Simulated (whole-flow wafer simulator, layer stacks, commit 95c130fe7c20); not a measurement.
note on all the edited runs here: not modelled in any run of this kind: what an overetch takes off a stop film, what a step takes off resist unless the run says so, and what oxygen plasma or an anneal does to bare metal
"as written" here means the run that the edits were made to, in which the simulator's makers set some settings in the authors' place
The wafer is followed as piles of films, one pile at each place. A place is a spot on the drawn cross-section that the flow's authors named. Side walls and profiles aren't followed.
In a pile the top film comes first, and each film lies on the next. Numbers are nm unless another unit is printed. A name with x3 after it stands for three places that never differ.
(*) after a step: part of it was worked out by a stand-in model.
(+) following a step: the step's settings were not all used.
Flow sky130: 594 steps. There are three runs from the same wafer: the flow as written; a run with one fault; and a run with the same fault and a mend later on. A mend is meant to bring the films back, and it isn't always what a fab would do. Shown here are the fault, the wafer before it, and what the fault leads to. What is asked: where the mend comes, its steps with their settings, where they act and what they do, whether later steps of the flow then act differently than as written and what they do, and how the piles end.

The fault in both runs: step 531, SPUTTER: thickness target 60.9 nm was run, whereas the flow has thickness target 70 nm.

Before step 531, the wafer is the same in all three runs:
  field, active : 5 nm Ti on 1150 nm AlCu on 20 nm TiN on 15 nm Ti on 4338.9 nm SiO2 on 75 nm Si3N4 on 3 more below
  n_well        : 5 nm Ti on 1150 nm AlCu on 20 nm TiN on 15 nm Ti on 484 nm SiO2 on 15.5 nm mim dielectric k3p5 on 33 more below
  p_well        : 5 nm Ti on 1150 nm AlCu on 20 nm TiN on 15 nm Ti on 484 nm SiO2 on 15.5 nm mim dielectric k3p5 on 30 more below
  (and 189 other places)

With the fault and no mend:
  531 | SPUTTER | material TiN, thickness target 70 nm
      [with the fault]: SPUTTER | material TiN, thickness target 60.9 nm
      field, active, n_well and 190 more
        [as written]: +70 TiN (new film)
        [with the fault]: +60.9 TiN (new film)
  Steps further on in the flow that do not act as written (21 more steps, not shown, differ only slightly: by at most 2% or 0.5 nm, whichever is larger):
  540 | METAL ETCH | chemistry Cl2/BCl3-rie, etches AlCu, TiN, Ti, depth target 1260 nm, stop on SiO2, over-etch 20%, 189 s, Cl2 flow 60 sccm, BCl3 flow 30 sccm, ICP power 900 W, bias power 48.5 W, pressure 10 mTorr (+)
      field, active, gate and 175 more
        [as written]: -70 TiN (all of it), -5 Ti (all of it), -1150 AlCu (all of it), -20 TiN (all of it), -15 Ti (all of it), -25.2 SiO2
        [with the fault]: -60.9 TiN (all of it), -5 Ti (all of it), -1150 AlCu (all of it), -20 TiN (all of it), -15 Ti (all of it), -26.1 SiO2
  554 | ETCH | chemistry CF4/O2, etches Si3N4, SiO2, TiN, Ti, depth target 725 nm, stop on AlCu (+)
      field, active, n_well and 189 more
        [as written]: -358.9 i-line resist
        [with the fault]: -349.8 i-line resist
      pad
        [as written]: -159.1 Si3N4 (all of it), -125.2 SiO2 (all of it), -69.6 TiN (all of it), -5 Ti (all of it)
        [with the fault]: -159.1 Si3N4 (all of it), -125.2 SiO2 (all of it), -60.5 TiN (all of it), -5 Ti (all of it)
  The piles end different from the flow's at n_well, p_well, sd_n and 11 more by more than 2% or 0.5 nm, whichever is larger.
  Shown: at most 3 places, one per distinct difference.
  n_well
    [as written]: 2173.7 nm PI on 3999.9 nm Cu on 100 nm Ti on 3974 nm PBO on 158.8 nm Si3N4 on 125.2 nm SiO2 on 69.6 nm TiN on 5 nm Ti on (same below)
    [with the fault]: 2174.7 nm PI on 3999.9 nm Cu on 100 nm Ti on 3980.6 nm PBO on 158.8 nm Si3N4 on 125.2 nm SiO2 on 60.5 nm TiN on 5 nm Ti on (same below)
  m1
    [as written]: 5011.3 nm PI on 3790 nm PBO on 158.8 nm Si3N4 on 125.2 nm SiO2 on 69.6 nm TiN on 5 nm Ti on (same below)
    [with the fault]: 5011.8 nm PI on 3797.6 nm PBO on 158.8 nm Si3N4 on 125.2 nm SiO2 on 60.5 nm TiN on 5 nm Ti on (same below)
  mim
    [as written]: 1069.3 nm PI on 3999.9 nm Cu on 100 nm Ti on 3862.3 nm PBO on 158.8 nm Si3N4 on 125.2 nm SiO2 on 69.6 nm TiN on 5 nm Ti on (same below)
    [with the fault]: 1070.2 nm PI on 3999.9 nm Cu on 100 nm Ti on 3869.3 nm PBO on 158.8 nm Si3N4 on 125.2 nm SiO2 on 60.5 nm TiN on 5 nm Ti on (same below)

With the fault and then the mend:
  The mend follows step 538.
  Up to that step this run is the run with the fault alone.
  538a | STRIP | chemistry O2/N2, power 2160 W, pressure 1700 mTorr (*)
      n_well, p_well, sd_n and 9 more
        -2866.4 resist (all of it)
      m1, via4_hole
        -2868.5 resist (all of it)
      via4_enc
        -2866.3 resist (all of it)
  538b | SPUTTER | material TiN, thickness target 9.1 nm (the flow's step 531 again, with other settings)
      field, active, n_well and 190 more
        +9.1 TiN
  538c | HMDS | 120 C, 60 s (the flow's step 533 again)
      does not change any film at any place that is followed
  538d | COAT | resist, thickness 2930 nm (the flow's step 534 again)
      n_well, p_well, gate_hv and 172 more
        +2930 resist (new film)
      field, active, gate and 13 more
        +2929.9 resist (new film)
      m1, via4_hole
        +2932.1 resist (new film)
  538e | SOFTBAKE | resist (the flow's step 535 again)
      field, active, gate, spacer, m1, sonos_cell, sonos_guard, sonos_guard_hv
        +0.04 resist
      nwell_res
        +0.03 resist
      pplus_nw
        +0.02 resist
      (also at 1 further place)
  538f | EXPOSE | photomask MM5, dose 309.9 mJ/cm2, NA 0.6, wavelength 365 nm (*) (the flow's step 536 again)
      does not change any film at any place that is followed
  538g | PEB | resist, 70.3 s (the flow's step 537 again)
      field, active, n_well and 188 more
        -63.6 resist
      m1, via4_hole
        -63.7 resist
  538h | DEVELOP | resist, thickness 2930 nm, developer TMAH-0.26N, 60 s (the flow's step 538 again)
      field, active, gate and 168 more
        -2866.4 resist (all of it)
      via1_hole, via1_enc, via2_hole, via2_enc, via3_hole, via3_enc, via_li1
        -2866.3 resist (all of it)
  Later steps of the flow that are run all act as written at every place that is followed.
  By the end, the piles equal the flow's at every place that both follow.
